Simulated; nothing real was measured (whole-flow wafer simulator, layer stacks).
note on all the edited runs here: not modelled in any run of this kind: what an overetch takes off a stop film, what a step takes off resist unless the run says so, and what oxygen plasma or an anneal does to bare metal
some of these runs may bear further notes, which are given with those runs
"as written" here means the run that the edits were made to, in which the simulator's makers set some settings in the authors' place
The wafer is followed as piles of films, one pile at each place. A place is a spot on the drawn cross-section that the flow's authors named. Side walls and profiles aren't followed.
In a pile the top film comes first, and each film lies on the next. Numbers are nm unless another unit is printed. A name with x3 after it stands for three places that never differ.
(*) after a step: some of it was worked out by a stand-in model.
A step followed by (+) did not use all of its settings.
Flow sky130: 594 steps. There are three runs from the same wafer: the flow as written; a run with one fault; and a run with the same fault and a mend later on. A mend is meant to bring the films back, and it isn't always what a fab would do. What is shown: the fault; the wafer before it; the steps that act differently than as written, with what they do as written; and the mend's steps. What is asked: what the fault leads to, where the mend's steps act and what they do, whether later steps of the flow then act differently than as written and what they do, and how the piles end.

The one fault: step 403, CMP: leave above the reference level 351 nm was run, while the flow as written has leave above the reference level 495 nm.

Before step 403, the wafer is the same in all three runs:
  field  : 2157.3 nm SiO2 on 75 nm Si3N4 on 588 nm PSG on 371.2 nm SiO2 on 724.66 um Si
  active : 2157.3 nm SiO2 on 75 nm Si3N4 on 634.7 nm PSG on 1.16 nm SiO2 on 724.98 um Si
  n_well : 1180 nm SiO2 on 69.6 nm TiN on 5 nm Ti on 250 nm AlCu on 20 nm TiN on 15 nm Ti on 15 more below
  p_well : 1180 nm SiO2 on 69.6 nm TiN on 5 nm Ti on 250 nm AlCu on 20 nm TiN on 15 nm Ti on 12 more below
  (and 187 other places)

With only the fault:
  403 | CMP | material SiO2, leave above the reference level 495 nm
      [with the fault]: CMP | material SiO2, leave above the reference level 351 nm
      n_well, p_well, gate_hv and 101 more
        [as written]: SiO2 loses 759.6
        [with the fault]: SiO2 loses 903.6
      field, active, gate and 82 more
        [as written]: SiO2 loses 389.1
        [with the fault]: SiO2 loses 533.1
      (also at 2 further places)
  Steps later in the flow that act otherwise than as written:
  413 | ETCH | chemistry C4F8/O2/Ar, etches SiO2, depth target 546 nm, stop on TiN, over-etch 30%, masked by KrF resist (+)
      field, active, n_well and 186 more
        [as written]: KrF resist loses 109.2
        [with the fault]: KrF resist loses 71.8
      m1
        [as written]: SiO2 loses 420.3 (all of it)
        [with the fault]: SiO2 loses 276.3 (all of it)
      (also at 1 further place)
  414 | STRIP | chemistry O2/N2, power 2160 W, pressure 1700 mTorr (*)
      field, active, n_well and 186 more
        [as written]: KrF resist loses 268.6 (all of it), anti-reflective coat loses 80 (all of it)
        [with the fault]: KrF resist loses 306 (all of it), anti-reflective coat loses 80 (all of it)
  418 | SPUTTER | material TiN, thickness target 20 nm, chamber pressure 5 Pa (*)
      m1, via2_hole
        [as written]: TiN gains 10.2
        [with the fault]: TiN gains 12.2
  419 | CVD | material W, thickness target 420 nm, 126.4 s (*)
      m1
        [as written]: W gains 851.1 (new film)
        [with the fault]: W gains 705.1 (new film)
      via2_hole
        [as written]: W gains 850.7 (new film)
        [with the fault]: W gains 704.6 (new film)
  At field, active, n_well and 190 more, the piles at the end differ from the flow's by more than 2% or 0.5 nm, whichever is larger.
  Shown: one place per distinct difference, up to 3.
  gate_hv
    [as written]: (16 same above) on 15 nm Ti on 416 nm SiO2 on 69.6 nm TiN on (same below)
    [with the fault]: (16 same above) on 15 nm Ti on 272 nm SiO2 on 69.6 nm TiN on (same below)
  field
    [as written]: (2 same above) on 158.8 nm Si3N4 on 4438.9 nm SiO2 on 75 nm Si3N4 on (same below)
    [with the fault]: (2 same above) on 158.8 nm Si3N4 on 4294.9 nm SiO2 on 75 nm Si3N4 on (same below)
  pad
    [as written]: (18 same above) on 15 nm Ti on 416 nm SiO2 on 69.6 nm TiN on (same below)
    [with the fault]: (18 same above) on 15 nm Ti on 272 nm SiO2 on 69.6 nm TiN on (same below)

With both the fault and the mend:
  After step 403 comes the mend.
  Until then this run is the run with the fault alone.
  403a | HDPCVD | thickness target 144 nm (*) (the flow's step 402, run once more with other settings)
      field, active, n_well and 188 more
        SiO2 gains 144
  None of the later steps of the flow differs from how it acts as written, at any place that is followed, by more than 2% or 0.5 nm, whichever is larger.
  The piles end the same as the flow's at every place that both follow.
